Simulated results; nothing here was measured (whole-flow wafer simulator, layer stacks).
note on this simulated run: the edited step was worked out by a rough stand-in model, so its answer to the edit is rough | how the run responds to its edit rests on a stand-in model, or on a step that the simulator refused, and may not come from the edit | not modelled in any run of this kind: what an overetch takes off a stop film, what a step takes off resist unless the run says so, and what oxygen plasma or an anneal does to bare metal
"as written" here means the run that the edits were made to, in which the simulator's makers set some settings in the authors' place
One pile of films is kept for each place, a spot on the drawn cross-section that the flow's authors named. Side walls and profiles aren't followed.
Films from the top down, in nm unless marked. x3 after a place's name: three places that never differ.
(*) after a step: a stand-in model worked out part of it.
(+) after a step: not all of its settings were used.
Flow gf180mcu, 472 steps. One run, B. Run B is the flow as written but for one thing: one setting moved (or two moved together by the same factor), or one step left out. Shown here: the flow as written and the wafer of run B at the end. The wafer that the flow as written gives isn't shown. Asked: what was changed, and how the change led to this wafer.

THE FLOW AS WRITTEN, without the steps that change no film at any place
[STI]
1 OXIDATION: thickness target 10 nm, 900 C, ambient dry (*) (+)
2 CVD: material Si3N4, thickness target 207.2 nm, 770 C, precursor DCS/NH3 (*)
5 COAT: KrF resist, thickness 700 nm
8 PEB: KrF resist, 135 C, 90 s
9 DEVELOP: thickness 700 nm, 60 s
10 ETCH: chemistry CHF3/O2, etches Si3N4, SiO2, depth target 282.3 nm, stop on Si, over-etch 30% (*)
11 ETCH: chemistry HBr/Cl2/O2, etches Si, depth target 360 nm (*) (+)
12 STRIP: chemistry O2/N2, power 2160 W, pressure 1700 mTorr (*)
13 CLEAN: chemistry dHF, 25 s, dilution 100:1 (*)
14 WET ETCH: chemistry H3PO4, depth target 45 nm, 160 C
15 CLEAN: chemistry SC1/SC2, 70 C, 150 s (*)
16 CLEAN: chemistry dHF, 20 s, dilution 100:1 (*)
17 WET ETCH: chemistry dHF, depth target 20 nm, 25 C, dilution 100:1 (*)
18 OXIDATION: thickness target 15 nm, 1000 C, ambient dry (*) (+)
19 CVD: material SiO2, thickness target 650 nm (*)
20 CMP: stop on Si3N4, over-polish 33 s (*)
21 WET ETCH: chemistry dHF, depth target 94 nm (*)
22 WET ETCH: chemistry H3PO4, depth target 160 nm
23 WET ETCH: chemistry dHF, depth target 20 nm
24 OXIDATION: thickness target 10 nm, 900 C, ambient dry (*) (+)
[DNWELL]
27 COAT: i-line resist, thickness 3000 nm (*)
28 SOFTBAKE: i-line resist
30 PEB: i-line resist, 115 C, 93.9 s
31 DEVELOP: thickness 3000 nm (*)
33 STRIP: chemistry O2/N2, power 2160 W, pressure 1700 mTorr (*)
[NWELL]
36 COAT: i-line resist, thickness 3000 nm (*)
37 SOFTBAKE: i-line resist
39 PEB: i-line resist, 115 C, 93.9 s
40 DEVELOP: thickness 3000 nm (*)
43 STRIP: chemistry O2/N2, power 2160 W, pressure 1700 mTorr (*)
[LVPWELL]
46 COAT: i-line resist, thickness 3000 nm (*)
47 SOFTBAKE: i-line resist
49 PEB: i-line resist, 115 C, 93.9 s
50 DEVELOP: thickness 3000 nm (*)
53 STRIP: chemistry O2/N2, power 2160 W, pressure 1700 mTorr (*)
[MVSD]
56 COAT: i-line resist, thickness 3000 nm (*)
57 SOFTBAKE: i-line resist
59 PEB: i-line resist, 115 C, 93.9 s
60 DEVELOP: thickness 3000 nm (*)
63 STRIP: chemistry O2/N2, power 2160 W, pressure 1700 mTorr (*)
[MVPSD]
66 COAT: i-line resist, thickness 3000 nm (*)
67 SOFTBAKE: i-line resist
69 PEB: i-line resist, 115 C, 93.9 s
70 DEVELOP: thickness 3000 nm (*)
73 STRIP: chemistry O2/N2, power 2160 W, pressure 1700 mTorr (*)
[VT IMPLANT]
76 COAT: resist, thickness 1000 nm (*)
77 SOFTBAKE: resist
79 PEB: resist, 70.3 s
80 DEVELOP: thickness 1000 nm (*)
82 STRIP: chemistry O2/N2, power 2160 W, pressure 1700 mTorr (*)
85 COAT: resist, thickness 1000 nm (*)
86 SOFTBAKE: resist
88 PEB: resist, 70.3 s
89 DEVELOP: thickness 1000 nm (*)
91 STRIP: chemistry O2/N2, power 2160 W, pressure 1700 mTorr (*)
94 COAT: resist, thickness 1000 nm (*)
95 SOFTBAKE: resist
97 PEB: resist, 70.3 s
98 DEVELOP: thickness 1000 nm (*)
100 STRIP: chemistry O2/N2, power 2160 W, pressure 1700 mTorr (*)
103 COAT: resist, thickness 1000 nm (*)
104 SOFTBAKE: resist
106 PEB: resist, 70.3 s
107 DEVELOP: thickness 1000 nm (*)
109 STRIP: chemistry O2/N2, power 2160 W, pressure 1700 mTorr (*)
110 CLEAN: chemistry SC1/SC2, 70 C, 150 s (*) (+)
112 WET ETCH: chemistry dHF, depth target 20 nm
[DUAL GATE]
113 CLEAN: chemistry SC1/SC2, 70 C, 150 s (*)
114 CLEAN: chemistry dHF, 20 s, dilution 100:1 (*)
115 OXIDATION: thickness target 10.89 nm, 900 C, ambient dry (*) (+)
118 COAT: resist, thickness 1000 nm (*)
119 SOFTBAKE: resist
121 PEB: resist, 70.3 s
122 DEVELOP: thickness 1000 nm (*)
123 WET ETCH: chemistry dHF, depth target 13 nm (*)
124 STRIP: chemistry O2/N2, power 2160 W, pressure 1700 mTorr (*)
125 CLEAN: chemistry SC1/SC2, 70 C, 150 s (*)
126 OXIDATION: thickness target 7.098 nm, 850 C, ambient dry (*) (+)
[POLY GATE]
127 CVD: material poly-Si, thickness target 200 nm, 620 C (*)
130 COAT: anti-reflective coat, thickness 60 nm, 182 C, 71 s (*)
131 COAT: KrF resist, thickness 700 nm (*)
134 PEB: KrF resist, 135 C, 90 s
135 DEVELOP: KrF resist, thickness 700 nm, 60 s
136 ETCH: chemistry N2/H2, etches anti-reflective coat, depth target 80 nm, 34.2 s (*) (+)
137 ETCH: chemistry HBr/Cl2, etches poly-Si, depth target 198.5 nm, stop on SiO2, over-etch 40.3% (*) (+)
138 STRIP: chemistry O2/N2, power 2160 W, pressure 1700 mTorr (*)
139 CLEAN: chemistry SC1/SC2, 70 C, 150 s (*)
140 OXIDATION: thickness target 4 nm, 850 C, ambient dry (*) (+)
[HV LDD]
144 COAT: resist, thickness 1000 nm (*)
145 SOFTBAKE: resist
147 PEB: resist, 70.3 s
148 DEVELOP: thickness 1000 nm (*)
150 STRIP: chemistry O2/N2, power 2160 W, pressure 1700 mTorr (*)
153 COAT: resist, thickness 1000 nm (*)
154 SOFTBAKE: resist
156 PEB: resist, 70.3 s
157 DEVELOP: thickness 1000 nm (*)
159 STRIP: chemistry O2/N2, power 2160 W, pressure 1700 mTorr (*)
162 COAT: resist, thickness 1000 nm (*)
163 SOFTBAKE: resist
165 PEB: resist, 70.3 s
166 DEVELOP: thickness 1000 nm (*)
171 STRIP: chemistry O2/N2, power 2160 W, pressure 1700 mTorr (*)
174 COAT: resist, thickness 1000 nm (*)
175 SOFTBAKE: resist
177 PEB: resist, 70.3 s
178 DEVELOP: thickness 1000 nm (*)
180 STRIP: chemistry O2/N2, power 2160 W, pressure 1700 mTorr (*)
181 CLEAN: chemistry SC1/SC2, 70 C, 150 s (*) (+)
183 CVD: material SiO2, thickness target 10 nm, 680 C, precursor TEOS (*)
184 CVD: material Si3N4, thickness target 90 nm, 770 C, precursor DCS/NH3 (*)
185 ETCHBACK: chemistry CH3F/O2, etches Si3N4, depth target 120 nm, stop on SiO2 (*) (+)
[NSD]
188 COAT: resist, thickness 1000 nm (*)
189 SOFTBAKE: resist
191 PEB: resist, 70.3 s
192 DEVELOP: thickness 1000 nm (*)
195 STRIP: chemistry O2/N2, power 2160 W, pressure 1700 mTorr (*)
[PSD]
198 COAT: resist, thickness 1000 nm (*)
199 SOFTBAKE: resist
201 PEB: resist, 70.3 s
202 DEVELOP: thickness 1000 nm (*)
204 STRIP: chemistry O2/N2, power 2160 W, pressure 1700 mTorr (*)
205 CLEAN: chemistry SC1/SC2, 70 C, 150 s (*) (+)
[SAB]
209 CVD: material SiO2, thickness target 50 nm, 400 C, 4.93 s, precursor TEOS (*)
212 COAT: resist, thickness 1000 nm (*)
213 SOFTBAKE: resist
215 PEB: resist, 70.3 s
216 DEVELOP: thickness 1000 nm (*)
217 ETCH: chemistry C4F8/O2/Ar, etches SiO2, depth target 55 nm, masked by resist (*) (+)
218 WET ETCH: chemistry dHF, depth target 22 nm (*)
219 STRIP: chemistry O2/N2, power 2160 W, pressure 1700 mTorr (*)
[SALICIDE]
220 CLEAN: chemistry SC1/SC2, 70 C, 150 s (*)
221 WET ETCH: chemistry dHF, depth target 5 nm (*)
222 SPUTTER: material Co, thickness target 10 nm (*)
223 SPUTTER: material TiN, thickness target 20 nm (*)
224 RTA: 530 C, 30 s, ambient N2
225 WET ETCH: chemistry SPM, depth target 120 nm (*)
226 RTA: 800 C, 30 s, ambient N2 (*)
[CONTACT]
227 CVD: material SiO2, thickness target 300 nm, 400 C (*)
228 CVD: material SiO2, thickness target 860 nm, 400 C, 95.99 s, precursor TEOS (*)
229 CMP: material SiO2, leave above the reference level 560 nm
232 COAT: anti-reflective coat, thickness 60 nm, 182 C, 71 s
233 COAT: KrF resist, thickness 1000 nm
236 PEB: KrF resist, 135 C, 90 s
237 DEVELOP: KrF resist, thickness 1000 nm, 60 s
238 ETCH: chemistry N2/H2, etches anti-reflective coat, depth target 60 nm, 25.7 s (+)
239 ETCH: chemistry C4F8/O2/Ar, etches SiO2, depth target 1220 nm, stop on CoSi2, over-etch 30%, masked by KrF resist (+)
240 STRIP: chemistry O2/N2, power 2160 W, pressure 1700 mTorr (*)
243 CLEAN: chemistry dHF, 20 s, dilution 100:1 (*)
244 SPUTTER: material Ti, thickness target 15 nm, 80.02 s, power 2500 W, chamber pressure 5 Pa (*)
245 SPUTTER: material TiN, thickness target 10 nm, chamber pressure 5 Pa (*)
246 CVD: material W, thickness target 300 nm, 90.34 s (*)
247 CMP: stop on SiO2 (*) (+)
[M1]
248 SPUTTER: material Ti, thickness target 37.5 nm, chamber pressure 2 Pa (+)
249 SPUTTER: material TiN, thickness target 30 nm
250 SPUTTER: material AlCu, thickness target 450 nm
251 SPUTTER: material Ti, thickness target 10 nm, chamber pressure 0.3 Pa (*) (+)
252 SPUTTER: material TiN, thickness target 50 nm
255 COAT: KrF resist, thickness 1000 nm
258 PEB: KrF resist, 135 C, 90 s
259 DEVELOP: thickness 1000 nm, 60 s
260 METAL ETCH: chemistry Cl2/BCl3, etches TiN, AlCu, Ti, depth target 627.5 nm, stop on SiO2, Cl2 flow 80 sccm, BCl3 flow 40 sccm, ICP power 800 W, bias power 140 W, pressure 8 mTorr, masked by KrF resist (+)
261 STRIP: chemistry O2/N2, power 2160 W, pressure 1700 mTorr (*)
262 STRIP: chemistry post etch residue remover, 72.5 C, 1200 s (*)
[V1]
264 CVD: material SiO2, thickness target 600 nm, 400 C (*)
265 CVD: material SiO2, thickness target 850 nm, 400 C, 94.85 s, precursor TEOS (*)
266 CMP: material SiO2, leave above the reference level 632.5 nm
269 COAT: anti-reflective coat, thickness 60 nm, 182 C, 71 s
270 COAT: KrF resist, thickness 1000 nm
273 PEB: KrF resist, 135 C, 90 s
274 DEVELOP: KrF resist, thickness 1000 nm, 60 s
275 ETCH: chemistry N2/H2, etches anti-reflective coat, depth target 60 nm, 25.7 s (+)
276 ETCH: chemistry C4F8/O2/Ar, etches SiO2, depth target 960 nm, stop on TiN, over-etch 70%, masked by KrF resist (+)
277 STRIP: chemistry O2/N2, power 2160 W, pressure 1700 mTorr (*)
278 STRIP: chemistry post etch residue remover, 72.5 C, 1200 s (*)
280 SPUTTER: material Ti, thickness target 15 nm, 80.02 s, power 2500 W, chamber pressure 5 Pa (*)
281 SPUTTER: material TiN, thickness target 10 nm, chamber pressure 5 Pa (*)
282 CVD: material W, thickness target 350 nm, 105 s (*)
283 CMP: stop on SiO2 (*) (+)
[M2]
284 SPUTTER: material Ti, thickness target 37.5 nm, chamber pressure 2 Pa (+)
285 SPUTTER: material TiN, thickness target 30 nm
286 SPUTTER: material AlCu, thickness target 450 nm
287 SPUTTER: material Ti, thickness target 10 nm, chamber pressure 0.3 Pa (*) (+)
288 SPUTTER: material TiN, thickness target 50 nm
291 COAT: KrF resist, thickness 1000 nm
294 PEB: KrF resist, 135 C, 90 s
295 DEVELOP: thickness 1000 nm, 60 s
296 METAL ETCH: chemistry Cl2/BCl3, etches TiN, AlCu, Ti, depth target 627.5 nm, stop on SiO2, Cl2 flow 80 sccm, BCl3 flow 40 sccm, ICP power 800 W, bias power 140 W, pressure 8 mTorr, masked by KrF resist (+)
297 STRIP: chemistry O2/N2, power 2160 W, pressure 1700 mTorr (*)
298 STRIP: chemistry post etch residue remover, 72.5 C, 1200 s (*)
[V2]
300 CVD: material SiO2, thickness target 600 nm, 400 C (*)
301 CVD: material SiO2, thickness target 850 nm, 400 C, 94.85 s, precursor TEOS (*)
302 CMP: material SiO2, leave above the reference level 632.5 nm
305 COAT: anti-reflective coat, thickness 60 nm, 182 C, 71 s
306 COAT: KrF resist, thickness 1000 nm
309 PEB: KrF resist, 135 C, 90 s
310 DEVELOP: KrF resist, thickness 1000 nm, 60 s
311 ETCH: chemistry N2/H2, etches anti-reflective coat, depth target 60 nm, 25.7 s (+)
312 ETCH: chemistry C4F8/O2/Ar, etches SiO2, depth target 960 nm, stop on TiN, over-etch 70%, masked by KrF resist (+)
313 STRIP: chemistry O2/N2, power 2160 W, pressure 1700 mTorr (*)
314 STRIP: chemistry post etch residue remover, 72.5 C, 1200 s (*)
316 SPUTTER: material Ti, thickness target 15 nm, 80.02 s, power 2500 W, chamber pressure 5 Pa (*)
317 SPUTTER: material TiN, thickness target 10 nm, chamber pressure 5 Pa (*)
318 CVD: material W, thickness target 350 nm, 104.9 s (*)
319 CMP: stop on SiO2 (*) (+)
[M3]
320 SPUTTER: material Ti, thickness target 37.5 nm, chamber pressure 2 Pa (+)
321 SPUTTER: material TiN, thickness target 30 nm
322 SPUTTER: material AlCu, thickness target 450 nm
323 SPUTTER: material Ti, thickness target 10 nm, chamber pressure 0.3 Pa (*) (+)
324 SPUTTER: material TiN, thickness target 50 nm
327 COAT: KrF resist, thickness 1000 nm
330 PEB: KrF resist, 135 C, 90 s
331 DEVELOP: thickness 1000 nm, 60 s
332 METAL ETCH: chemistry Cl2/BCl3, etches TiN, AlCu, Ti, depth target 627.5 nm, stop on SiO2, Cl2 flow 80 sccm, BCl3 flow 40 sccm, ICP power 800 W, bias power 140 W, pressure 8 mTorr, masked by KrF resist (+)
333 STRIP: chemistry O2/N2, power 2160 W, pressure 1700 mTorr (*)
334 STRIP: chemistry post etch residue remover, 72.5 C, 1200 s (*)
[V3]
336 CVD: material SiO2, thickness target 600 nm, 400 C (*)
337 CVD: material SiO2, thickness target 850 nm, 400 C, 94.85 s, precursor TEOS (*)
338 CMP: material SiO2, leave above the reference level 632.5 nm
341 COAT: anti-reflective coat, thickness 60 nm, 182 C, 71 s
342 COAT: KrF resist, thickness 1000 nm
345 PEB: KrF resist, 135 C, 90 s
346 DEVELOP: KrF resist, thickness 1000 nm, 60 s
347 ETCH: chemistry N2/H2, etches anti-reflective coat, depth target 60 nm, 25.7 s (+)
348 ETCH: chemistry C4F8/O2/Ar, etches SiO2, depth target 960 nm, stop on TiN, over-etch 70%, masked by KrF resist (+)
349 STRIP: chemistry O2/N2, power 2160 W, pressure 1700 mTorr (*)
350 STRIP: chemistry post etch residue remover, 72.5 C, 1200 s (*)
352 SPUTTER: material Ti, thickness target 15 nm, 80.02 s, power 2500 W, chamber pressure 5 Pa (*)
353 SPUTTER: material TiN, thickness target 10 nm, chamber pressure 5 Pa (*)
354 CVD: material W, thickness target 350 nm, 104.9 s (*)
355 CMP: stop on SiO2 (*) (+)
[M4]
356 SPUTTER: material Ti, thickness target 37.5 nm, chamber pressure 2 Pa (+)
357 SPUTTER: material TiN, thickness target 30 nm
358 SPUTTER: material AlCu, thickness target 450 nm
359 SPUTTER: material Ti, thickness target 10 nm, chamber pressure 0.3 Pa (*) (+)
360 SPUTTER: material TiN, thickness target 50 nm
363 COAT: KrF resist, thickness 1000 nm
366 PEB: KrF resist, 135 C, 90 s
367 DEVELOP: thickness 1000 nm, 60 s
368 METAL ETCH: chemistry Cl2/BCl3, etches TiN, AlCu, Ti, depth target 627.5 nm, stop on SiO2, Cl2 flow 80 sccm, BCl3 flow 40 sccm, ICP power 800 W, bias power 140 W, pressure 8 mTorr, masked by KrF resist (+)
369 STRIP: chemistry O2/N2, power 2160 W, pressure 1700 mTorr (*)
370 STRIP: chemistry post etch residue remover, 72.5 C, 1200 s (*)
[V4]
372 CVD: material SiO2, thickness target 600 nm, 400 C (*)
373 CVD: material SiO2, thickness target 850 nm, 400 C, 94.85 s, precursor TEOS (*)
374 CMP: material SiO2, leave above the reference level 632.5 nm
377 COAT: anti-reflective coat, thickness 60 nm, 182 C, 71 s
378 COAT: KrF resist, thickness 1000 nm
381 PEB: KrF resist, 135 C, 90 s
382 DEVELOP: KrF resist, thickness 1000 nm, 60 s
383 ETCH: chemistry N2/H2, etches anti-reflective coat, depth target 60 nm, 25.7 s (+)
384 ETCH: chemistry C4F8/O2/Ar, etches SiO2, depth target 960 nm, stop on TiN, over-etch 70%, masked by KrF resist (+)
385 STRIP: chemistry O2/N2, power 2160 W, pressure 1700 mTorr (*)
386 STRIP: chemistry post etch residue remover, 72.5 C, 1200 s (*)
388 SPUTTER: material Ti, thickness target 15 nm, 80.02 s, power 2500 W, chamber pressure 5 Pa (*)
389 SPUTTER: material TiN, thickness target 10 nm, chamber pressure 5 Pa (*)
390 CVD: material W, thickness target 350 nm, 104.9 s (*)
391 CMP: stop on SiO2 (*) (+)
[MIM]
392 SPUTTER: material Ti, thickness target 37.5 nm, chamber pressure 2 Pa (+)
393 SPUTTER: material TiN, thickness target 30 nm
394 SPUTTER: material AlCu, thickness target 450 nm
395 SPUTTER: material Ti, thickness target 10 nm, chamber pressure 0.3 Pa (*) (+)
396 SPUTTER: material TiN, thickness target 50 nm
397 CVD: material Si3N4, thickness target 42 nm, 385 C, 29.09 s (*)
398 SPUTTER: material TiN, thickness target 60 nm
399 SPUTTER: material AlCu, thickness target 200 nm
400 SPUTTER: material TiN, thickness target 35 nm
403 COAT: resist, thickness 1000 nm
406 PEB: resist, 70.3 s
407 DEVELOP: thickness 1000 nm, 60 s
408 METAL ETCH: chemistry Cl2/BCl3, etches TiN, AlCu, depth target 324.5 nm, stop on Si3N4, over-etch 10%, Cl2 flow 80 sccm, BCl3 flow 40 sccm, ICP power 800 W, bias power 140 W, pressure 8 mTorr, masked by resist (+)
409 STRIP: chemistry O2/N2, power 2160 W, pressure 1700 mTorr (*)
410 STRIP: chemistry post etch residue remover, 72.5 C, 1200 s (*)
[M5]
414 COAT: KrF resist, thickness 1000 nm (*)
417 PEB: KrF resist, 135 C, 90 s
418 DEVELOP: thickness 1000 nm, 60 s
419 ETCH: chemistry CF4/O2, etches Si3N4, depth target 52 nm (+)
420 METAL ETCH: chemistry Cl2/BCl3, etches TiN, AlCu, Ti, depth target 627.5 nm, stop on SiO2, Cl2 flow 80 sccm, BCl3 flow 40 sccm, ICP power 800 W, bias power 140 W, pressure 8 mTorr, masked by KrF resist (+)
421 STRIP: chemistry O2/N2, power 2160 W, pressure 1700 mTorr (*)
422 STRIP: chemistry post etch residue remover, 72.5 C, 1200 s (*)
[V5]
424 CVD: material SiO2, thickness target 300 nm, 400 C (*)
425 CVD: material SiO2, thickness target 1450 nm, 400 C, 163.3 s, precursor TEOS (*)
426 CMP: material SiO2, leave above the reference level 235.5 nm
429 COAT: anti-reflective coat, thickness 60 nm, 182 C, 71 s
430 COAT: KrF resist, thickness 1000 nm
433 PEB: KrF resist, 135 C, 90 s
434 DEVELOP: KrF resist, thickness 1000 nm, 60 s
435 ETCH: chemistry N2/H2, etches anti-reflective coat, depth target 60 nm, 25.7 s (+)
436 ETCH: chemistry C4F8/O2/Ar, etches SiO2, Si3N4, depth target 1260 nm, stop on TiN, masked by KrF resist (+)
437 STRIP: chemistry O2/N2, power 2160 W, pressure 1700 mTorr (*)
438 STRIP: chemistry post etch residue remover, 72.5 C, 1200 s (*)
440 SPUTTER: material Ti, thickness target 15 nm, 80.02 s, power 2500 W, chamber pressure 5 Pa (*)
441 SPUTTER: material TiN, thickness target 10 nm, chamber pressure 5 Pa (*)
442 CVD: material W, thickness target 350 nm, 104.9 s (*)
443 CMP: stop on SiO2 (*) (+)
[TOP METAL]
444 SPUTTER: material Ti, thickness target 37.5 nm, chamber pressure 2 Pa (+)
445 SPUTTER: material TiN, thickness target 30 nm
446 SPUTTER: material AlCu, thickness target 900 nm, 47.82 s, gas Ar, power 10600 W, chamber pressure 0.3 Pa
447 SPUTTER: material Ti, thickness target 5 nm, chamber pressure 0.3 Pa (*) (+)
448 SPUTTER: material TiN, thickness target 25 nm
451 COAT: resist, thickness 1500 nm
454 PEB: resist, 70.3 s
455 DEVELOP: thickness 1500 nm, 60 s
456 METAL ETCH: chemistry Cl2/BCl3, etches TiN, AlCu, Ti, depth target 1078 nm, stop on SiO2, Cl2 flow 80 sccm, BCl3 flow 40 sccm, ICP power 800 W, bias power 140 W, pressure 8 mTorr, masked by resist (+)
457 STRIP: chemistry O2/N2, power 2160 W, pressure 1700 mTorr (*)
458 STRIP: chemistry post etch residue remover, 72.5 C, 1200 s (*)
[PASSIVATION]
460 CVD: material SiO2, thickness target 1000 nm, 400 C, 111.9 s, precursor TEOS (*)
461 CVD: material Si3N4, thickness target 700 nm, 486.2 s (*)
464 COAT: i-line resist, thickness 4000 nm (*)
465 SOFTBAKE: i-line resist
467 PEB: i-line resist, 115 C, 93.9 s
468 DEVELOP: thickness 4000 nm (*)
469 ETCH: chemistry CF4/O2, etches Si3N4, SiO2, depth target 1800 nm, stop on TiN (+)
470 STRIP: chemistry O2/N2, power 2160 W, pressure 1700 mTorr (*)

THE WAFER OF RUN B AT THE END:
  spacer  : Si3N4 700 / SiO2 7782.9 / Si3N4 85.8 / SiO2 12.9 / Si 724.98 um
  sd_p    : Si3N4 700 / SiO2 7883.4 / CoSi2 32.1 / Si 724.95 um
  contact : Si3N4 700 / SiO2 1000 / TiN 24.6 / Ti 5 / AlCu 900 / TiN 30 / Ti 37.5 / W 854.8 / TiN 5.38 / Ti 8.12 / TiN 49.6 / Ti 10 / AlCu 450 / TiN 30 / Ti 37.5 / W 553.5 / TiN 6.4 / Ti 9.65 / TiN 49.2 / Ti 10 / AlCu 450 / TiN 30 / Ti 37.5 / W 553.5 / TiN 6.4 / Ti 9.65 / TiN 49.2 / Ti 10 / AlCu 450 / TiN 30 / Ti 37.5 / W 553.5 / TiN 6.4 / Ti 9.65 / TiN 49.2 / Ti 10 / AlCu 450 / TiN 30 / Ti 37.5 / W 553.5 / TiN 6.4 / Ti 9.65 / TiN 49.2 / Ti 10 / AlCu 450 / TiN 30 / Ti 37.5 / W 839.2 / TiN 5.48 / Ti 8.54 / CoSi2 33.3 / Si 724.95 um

The cause: step 183, CVD: thickness target 5.7 nm was run, where the flow has thickness target 10 nm.

How the change led to this, step by step:
  183 CVD: material SiO2, thickness target 10 nm, 680 C, precursor TEOS (*)
      field, field__w1, field__w2 and 99 more: SiO2 +5.7 (as written it would be: SiO2 +10)
      ld_drift_p: SiO2 +5.63 (as written it would be: SiO2 +9.87)
      (and at 1 more place)
  189 SOFTBAKE: resist
      field: resist -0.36 (as written it would be: resist +3.56)
      active_hv: resist -0.51 (as written it would be: resist +2.68)
      (and at 3 more places)
  199 SOFTBAKE: resist
      field: resist -0.36 (as written it would be: resist +3.56)
      active_hv: resist -0.51 (as written it would be: resist +2.68)
      (and at 3 more places)
  218 WET ETCH: chemistry dHF, depth target 22 nm (*)
      gate, gate_hv, gate_p and 23 more: SiO2 -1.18 (all of it) (as written it would be: SiO2 -5.48 (all of it))
      active, p_well, sd_n, iso_ptap_pw, iso_ntap_nw, iso_ptap_sub, vpnp_e: SiO2 -4.71 (all of it) (as written it would be: SiO2 -9.01 (all of it))
      (and at 16 more places)
  229 CMP: material SiO2, leave above the reference level 560 nm
      field__w2: SiO2 -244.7 (as written it would be: SiO2 -250)
      field__w3: SiO2 -227 (as written it would be: SiO2 -232.3)
      (and at 2 more places)
